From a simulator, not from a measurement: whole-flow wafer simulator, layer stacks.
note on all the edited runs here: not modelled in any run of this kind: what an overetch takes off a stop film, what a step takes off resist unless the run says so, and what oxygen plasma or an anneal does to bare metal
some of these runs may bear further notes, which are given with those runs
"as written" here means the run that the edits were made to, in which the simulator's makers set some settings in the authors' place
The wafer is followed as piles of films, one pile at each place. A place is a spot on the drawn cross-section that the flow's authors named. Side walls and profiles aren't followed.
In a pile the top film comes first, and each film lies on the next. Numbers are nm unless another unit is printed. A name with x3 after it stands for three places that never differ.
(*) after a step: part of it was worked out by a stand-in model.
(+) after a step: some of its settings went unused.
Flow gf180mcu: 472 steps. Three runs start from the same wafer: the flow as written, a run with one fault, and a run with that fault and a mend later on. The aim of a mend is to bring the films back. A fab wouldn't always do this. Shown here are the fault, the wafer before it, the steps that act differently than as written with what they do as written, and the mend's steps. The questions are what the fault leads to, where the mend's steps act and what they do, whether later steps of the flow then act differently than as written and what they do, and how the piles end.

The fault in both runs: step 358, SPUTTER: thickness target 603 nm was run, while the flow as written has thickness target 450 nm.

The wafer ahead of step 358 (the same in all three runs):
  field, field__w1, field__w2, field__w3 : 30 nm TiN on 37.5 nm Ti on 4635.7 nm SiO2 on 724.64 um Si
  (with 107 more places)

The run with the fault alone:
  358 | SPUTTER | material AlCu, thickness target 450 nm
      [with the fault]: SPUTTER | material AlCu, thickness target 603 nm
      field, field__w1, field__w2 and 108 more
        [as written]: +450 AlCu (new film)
        [with the fault]: +603 AlCu (new film)
  Steps further on in the flow that do not act as written:
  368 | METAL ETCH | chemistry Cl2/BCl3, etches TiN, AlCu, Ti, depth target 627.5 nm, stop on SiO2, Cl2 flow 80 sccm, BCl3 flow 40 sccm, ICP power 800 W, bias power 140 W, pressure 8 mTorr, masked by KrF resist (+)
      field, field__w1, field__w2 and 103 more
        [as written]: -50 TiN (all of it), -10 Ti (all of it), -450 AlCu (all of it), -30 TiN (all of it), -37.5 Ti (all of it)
        [with the fault]: -50 TiN (all of it), -10 Ti (all of it), -567.5 AlCu
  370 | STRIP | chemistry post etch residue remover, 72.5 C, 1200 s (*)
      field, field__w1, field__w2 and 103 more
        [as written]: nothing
        [with the fault]: -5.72 AlCu
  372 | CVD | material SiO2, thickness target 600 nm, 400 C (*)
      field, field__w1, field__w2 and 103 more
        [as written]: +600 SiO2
        [with the fault]: +600 SiO2 (new film)
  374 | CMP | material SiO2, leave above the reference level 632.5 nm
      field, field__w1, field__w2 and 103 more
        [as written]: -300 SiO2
        [with the fault]: -244.3 SiO2
  By the end, the piles at field, field__w1, field__w2 and 109 more depart from the flow's by more than 2% or 0.5 nm, whichever is larger.
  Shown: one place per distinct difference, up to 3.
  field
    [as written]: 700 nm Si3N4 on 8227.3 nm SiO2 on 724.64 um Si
    [with the fault]: 700 nm Si3N4 on 3647.3 nm SiO2 on 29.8 nm AlCu on 30 nm TiN on 37.5 nm Ti on 4635.7 nm SiO2 on 724.64 um Si
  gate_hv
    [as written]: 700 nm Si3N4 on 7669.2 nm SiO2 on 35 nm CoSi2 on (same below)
    [with the fault]: 700 nm Si3N4 on 3647.3 nm SiO2 on 29.8 nm AlCu on 30 nm TiN on 37.5 nm Ti on 4077.6 nm SiO2 on 35 nm CoSi2 on (same below)
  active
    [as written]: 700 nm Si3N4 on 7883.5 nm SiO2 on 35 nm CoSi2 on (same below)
    [with the fault]: 700 nm Si3N4 on 3647.3 nm SiO2 on 29.8 nm AlCu on 30 nm TiN on 37.5 nm Ti on 4291.9 nm SiO2 on 35 nm CoSi2 on (same below)

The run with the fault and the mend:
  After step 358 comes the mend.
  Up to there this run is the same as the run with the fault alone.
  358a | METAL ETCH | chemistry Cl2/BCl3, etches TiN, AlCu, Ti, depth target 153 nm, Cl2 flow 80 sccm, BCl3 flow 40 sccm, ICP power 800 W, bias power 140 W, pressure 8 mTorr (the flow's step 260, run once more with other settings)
      field, field__w1, field__w2 and 108 more
        -153 AlCu
  Later steps of the flow that are run all act as written at every place that is followed.
  The piles end the same as the flow's at every place that both follow.
